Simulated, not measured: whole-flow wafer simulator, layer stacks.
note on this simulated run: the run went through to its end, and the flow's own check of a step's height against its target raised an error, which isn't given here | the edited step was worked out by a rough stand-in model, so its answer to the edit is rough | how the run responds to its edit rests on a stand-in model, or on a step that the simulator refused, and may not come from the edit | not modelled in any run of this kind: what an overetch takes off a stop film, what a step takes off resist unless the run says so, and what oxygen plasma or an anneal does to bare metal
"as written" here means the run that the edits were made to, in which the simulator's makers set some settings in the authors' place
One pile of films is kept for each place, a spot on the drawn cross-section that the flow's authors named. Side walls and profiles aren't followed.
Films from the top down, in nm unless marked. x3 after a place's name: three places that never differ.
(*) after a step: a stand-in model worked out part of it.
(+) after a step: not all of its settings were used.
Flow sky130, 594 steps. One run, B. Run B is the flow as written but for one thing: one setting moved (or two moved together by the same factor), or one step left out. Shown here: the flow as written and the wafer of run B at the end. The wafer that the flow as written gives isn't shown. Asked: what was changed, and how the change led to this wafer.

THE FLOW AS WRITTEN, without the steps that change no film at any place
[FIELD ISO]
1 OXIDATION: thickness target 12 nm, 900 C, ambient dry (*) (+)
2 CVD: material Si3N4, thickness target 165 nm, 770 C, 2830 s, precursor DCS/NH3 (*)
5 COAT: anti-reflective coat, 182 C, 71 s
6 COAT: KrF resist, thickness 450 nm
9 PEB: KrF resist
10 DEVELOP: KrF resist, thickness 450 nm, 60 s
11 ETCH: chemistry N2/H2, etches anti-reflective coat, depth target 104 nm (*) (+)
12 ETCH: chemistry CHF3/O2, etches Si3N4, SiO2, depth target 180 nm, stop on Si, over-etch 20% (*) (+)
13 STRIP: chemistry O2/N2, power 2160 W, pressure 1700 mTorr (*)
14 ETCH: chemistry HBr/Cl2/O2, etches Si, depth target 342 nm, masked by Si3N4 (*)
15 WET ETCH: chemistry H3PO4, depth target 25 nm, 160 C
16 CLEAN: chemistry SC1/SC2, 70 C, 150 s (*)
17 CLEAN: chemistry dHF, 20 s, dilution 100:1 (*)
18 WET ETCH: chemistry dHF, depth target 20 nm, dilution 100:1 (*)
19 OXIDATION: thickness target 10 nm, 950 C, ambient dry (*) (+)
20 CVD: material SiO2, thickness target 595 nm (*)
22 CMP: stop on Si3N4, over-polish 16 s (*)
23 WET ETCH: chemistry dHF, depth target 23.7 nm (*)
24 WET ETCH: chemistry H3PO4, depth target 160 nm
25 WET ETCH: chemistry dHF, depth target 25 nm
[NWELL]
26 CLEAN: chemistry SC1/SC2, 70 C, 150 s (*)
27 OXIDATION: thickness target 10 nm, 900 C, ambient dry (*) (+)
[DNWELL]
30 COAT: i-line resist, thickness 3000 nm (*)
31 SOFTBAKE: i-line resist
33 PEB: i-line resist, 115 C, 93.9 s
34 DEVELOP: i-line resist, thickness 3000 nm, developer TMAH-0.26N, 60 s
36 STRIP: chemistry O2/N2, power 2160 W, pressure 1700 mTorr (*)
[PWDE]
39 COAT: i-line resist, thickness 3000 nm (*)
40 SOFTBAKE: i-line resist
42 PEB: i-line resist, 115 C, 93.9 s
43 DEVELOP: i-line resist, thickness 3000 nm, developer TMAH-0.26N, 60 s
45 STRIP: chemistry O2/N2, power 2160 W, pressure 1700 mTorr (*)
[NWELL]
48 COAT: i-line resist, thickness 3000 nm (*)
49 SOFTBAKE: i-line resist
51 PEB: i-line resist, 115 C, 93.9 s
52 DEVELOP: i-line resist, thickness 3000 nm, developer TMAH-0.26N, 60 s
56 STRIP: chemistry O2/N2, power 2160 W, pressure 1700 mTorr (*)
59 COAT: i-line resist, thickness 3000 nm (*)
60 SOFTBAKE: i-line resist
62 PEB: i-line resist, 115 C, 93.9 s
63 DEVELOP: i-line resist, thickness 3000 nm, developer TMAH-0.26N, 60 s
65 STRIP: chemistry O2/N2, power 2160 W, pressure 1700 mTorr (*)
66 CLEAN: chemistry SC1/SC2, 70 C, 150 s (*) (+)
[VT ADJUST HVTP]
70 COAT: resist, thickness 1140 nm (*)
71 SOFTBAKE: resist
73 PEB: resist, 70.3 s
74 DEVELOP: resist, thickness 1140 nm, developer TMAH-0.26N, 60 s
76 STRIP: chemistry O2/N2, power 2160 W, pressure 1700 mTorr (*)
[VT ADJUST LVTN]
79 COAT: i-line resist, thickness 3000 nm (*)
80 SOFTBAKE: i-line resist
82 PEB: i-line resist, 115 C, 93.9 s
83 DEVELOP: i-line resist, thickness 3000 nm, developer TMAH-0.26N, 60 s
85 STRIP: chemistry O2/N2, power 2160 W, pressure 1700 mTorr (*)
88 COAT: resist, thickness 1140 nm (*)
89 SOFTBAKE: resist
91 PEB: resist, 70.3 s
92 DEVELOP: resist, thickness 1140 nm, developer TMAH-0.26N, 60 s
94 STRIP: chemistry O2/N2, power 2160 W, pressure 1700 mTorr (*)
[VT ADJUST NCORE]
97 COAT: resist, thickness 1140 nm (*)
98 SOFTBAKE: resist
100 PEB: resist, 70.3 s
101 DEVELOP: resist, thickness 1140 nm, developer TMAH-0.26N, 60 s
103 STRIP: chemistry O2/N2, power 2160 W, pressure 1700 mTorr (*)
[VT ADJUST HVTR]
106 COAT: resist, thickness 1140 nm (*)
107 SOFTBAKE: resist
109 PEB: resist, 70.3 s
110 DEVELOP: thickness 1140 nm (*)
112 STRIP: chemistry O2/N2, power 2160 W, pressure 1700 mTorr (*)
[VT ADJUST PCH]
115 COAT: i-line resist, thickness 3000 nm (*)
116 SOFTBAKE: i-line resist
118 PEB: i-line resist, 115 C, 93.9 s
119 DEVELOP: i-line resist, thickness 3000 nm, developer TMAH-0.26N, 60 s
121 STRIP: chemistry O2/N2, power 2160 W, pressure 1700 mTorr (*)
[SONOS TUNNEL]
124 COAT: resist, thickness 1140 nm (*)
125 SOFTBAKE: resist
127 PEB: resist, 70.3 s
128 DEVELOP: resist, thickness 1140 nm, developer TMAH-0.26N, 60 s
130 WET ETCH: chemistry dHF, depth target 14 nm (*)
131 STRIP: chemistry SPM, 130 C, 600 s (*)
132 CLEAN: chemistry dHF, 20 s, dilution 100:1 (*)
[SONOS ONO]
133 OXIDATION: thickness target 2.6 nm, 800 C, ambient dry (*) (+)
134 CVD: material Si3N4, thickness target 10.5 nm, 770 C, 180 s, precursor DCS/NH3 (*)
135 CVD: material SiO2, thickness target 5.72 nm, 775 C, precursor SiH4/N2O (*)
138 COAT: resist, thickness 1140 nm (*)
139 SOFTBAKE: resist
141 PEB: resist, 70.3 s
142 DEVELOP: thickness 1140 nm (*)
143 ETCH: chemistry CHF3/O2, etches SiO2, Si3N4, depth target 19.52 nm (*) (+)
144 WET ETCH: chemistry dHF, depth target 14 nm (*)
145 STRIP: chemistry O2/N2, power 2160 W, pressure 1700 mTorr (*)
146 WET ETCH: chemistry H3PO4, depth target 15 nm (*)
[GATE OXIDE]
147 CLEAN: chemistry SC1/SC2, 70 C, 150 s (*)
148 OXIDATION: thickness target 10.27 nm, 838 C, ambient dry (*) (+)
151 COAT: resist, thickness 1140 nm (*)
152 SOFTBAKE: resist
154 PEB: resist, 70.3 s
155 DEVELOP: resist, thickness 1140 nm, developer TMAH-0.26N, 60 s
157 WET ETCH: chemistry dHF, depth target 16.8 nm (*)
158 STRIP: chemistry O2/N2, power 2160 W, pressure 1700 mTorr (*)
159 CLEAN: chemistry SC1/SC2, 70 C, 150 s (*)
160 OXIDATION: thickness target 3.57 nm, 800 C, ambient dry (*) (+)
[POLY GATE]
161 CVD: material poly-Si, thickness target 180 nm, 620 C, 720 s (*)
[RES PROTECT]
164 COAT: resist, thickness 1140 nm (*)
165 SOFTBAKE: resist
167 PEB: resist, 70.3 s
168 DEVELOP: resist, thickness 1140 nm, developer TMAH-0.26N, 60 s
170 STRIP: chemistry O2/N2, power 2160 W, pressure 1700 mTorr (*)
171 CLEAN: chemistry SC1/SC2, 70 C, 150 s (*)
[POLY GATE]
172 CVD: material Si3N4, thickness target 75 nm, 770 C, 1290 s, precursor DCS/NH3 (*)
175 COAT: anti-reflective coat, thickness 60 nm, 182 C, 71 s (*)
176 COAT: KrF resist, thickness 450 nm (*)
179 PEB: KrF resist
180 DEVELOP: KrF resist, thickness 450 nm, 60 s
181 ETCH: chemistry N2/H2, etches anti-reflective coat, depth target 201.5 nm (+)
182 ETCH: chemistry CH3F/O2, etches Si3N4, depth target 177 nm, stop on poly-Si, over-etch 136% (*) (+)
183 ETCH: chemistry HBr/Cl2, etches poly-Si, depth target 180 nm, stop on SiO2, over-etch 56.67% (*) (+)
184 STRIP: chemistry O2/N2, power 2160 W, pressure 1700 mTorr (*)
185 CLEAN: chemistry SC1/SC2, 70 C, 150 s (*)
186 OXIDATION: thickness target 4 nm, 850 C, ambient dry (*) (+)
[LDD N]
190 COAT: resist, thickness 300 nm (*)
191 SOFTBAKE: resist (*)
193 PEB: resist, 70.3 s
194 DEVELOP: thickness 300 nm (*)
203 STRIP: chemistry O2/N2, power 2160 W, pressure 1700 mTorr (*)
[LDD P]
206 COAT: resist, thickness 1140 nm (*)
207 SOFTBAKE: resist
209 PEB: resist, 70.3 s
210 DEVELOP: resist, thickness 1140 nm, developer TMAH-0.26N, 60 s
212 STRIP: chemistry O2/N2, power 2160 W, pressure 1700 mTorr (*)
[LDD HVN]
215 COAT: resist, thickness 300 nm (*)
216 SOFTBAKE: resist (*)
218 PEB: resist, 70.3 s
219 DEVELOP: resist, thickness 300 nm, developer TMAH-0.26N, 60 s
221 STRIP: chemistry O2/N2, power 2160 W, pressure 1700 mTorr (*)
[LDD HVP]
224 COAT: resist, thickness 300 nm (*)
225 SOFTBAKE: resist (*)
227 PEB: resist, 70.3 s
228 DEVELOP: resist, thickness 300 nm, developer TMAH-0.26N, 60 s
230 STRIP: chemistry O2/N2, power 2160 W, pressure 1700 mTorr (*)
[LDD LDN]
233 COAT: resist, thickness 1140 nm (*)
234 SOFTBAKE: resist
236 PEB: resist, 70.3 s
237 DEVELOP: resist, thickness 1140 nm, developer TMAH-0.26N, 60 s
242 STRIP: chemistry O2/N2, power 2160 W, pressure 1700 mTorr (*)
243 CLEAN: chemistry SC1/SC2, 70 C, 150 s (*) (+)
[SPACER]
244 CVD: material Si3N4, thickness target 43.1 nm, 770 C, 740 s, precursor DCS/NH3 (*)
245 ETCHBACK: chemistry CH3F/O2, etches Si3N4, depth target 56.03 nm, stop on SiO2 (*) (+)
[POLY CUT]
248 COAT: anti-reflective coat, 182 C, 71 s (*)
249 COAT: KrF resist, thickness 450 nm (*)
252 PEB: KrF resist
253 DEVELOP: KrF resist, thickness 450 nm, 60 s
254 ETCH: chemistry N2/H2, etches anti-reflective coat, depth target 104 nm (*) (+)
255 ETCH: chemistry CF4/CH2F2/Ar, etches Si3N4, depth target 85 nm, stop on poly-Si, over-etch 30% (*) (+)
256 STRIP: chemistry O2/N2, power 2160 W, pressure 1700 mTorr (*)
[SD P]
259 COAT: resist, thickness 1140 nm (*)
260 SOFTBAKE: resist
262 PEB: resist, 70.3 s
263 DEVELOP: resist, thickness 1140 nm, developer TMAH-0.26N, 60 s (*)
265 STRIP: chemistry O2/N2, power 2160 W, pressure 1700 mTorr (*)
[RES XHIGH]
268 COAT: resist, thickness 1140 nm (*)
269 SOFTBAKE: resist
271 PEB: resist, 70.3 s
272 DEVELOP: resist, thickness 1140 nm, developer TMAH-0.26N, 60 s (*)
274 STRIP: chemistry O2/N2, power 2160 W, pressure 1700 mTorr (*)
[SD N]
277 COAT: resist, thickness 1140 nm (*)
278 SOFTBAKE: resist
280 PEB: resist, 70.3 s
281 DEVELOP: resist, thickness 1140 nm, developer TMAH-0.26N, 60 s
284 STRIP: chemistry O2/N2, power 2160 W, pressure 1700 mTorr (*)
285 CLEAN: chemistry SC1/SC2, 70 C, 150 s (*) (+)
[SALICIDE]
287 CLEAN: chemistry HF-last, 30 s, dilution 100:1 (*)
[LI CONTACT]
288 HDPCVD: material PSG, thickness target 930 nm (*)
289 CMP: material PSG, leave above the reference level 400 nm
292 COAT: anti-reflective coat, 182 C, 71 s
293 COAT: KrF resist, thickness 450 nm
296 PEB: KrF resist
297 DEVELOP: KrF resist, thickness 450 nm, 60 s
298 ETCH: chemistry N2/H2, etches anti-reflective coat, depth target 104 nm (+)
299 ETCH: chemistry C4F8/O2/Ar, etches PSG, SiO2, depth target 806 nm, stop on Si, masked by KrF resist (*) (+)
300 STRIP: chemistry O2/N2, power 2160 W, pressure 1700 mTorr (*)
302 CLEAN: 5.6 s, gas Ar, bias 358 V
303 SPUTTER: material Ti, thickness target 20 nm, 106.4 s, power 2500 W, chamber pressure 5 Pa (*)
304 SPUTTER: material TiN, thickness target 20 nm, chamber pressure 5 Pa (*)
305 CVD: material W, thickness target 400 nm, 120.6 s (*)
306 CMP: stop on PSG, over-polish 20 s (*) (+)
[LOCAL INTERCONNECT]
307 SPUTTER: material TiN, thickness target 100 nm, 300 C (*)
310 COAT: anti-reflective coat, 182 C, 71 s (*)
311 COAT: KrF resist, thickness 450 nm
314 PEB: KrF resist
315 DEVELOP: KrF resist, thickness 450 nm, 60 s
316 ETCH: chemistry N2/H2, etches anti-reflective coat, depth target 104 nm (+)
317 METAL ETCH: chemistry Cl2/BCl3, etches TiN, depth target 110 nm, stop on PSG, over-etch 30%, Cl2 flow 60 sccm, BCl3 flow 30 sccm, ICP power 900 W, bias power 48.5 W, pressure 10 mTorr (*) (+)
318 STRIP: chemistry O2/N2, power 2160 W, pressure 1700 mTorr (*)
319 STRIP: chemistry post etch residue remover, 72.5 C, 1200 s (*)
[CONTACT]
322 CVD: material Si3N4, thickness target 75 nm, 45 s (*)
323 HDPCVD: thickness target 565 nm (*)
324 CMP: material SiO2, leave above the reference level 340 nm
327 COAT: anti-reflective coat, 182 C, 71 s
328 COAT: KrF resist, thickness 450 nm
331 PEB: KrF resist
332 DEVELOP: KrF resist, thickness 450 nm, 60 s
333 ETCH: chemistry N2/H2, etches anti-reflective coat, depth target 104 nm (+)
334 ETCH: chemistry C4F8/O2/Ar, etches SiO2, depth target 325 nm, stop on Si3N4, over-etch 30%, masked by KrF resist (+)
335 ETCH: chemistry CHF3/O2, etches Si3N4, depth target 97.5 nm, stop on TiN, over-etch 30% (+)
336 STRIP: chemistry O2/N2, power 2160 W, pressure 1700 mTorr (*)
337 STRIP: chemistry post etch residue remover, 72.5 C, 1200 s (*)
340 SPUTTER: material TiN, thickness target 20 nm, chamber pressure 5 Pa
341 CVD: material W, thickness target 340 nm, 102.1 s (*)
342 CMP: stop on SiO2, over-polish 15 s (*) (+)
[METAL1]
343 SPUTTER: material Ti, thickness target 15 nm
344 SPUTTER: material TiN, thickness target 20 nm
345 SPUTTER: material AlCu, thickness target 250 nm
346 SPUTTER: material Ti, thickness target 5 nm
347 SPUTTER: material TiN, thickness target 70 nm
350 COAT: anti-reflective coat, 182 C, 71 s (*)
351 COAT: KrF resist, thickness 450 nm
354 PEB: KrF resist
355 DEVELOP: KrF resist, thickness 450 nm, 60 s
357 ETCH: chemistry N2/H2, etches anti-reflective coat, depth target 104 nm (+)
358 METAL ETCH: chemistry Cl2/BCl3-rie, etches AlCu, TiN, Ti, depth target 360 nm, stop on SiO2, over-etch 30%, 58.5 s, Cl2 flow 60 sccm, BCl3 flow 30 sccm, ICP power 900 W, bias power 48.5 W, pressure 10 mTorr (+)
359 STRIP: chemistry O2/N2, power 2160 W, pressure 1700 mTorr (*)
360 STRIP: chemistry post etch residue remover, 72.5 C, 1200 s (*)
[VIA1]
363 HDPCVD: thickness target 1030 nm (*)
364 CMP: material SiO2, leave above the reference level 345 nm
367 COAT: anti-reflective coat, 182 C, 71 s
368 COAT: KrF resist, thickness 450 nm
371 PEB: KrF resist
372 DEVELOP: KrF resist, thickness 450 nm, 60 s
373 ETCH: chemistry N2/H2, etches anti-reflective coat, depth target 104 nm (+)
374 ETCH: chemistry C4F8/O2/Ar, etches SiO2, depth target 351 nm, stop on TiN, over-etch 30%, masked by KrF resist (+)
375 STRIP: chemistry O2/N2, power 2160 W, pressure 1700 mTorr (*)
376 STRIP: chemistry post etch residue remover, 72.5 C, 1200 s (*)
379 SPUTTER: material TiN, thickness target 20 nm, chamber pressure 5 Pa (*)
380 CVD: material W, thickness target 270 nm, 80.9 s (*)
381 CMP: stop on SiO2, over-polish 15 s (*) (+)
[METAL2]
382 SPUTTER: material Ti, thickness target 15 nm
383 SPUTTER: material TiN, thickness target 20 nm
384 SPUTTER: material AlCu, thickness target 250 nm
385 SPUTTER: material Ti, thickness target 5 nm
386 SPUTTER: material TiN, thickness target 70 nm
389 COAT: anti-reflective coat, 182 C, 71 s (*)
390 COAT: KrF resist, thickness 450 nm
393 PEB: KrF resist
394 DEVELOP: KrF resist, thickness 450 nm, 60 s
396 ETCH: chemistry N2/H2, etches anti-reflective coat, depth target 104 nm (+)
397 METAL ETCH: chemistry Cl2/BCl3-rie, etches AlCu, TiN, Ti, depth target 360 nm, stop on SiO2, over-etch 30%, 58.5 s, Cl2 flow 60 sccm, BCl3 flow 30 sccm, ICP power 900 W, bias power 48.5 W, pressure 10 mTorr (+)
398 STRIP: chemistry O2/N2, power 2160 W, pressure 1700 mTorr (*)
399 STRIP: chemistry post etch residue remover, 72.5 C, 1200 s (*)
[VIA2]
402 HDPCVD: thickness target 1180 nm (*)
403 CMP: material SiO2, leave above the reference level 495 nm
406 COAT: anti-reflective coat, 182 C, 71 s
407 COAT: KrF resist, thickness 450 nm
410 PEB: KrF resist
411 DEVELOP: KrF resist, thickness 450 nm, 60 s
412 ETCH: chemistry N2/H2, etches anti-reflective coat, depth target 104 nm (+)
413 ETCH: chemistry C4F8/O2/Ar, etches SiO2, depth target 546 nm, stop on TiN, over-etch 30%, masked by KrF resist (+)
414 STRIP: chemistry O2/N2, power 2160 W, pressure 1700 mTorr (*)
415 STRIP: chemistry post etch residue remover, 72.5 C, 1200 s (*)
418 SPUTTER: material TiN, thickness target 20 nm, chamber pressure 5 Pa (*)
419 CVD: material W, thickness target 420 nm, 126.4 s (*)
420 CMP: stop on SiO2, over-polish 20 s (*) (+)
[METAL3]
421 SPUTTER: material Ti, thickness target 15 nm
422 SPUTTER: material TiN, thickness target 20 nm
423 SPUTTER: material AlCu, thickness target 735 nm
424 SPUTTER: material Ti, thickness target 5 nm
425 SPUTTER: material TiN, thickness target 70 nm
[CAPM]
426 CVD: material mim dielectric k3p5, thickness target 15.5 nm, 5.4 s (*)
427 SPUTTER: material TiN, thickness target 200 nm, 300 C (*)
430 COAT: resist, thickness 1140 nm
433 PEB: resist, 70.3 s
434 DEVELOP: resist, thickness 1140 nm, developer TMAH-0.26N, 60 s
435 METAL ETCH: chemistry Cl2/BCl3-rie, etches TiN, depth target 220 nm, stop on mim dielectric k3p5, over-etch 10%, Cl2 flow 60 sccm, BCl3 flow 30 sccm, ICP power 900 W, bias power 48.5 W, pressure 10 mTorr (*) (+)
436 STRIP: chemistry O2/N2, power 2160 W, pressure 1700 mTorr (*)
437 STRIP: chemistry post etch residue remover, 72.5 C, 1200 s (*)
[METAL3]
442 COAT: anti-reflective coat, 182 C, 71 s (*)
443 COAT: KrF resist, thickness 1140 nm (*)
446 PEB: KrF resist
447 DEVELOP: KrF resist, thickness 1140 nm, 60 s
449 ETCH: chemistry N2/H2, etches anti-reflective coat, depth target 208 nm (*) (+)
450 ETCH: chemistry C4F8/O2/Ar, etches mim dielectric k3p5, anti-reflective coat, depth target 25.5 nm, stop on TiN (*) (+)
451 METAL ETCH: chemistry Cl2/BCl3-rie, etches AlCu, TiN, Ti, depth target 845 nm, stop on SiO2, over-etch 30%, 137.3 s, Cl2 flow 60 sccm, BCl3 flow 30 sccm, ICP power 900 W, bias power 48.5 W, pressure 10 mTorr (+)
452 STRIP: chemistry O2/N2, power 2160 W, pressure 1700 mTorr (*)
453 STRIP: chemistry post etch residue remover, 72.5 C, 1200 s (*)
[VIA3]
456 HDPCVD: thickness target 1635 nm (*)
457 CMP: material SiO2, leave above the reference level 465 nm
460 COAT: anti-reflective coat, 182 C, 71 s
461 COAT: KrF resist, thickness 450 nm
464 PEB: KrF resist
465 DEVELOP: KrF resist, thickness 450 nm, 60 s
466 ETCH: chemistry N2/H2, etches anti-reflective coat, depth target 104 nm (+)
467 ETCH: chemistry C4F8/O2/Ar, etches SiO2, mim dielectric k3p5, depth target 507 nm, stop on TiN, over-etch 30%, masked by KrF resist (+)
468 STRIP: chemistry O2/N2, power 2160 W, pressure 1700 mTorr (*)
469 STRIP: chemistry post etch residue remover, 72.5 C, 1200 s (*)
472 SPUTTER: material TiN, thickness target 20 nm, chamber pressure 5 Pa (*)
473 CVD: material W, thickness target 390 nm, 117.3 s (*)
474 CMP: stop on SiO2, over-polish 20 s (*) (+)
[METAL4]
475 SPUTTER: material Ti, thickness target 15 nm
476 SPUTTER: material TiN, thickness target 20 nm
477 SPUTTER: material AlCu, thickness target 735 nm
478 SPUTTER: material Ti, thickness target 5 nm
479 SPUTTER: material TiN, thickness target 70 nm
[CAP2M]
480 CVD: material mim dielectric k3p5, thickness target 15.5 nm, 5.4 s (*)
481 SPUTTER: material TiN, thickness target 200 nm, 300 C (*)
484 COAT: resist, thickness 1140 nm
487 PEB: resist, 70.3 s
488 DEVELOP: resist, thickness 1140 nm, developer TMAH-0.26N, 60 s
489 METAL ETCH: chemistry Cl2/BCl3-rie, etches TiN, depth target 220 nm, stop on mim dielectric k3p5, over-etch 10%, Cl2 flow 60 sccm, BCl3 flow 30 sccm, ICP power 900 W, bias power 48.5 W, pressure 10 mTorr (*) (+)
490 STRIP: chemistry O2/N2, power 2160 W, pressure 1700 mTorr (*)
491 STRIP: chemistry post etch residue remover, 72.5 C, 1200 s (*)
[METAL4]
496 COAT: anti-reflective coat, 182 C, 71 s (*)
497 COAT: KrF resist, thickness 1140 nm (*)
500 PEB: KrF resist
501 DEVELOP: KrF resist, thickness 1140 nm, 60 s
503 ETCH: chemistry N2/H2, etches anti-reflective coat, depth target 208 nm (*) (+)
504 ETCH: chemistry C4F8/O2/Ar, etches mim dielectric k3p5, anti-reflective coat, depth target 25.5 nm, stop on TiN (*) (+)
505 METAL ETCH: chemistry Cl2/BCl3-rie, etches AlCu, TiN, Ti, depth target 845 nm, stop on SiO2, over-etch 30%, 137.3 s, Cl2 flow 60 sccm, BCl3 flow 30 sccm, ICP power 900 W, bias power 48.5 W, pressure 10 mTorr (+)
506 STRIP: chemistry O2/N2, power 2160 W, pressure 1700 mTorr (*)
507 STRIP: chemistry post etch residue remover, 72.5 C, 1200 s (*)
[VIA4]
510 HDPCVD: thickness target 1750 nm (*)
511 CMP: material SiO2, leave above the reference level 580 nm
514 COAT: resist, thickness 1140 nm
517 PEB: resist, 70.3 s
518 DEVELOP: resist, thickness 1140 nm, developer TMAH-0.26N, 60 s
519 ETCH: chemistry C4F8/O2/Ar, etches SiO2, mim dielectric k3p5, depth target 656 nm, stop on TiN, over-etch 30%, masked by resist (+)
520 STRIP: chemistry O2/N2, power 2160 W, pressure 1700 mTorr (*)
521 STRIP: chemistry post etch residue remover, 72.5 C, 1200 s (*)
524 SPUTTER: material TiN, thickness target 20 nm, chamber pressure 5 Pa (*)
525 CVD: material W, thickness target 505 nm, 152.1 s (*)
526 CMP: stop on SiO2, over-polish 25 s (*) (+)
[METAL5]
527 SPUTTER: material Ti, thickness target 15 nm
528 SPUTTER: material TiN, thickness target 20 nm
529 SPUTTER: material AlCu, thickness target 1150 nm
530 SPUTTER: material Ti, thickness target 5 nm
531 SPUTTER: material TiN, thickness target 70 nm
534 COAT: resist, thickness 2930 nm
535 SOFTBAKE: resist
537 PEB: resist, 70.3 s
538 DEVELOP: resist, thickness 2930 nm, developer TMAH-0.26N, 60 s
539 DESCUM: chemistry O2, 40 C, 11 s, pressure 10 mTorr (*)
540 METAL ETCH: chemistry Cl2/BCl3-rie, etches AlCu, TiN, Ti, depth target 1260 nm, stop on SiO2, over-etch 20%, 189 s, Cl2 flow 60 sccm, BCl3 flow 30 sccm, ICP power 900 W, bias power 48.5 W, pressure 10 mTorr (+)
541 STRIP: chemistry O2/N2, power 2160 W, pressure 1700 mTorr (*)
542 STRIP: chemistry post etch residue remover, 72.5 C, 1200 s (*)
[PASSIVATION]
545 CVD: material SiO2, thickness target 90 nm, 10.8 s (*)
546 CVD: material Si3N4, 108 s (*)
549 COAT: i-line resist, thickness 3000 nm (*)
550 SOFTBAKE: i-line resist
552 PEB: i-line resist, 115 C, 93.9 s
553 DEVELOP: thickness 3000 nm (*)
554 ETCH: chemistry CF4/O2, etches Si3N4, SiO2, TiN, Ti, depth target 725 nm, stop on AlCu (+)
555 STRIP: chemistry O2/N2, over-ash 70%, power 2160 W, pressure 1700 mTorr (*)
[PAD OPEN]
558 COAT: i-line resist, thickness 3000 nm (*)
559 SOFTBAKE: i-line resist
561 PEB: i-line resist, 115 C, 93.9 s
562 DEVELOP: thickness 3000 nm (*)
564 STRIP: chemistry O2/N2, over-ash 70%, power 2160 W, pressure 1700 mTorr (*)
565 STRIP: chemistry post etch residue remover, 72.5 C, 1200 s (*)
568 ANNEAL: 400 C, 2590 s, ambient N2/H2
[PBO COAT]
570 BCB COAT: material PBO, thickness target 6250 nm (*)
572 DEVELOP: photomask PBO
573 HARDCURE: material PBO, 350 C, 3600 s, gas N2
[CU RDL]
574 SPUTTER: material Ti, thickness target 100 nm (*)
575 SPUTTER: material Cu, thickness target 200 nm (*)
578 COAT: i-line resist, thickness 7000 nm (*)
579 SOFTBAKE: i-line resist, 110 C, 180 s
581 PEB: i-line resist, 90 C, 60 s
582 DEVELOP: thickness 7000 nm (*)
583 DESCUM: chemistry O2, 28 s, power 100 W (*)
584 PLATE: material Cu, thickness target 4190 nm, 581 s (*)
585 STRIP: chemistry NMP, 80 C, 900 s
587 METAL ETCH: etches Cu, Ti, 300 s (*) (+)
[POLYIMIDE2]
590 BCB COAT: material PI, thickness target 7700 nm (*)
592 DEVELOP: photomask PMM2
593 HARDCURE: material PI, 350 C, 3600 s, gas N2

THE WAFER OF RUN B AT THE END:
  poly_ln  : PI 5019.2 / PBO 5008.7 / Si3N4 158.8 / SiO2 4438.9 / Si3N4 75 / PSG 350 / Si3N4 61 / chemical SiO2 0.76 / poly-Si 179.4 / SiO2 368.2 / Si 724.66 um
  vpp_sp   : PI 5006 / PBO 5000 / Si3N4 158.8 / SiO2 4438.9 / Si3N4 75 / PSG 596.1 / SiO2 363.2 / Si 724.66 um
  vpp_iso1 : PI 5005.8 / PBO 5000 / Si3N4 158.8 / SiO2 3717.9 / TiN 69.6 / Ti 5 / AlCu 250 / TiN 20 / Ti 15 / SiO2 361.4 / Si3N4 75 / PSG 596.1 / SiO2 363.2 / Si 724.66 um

The cause: step 23, WET ETCH: depth target 33.2 nm was run, where the flow has depth target 23.7 nm.

How the change led to this, step by step:
  23 WET ETCH: chemistry dHF, depth target 23.7 nm (*)
      active, n_well, p_well and 100 more: Si3N4 -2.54 (as written it would be: Si3N4 -1.84)
      field, mim, iso_guard and 84 more: SiO2 -33.2 (as written it would be: SiO2 -23.7)
  31 SOFTBAKE: i-line resist
      m1: i-line resist +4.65 (as written it would be: i-line resist +5.34)
      sonos_cell: i-line resist +5.39 (as written it would be: i-line resist +6.18)
      (and at 68 more places)
  40 SOFTBAKE: i-line resist
      m1: i-line resist +4.65 (as written it would be: i-line resist +5.34)
      sonos_cell: i-line resist +5.39 (as written it would be: i-line resist +6.18)
      (and at 68 more places)
  49 SOFTBAKE: i-line resist
      m1: i-line resist +4.65 (as written it would be: i-line resist +5.34)
      sonos_cell: i-line resist +5.39 (as written it would be: i-line resist +6.18)
      (and at 68 more places)
  60 SOFTBAKE: i-line resist
      m1: i-line resist +4.65 (as written it would be: i-line resist +5.34)
      sonos_cell: i-line resist +5.39 (as written it would be: i-line resist +6.18)
      (and at 68 more places)
  71 SOFTBAKE: resist
      gate_hv_pwblk: resist +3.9 (as written it would be: resist +4.5)
      ndiff_licon_cpp: resist +3.83 (as written it would be: resist +4.39)
      (and at 3 more places)
  80 SOFTBAKE: i-line resist
      m1: i-line resist +4.65 (as written it would be: i-line resist +5.35)
      sonos_cell: i-line resist +5.38 (as written it would be: i-line resist +6.18)
      (and at 68 more places)
  89 SOFTBAKE: resist
      gate_hv_pwblk: resist +3.9 (as written it would be: resist +4.5)
      ndiff_licon_cpp: resist +3.83 (as written it would be: resist +4.39)
      (and at 3 more places)
  98 SOFTBAKE: resist
      gate_hv_pwblk: resist +3.9 (as written it would be: resist +4.5)
      ndiff_licon_cpp: resist +3.83 (as written it would be: resist +4.39)
      (and at 3 more places)
  107 SOFTBAKE: resist
      gate_hv_pwblk: resist +3.9 (as written it would be: resist +4.5)
      ndiff_licon_cpp: resist +3.83 (as written it would be: resist +4.39)
      (and at 3 more places)
  116 SOFTBAKE: i-line resist
      m1: i-line resist +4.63 (as written it would be: i-line resist +5.32)
      sonos_cell: i-line resist +5.36 (as written it would be: i-line resist +6.16)
      (and at 68 more places)
  125 SOFTBAKE: resist
      gate_hv_pwblk: resist +3.9 (as written it would be: resist +4.5)
      ndiff_licon_cpp: resist +3.83 (as written it would be: resist +4.39)
      (and at 3 more places)
  139 SOFTBAKE: resist
      gate_hv_pwblk: resist +3.84 (as written it would be: resist +4.44)
      ndiff_licon_cpp: resist +3.7 (as written it would be: resist +4.26)
      (and at 3 more places)
  152 SOFTBAKE: resist
      gate_hv_pwblk: resist +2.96 (as written it would be: resist +3.56)
      ndiff_licon_cpp: resist +2.95 (as written it would be: resist +3.51)
      (and at 3 more places)
  161 CVD: material poly-Si, thickness target 180 nm, 620 C, 720 s (*)
      ndiff_dn: poly-Si +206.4 (new film) (as written it would be: poly-Si +215.9 (new film))
  165 SOFTBAKE: resist
      gate_hv_pwblk: resist +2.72 (as written it would be: resist +3.31)
      gate_hv_iso: resist +2.57 (as written it would be: resist +3.1)
      (and at 2 more places)
  ... 23 more steps ...
  306 CMP: stop on PSG, over-polish 20 s (*) (+)
      poly_licon: W -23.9 (as written it would be: W -33.3)
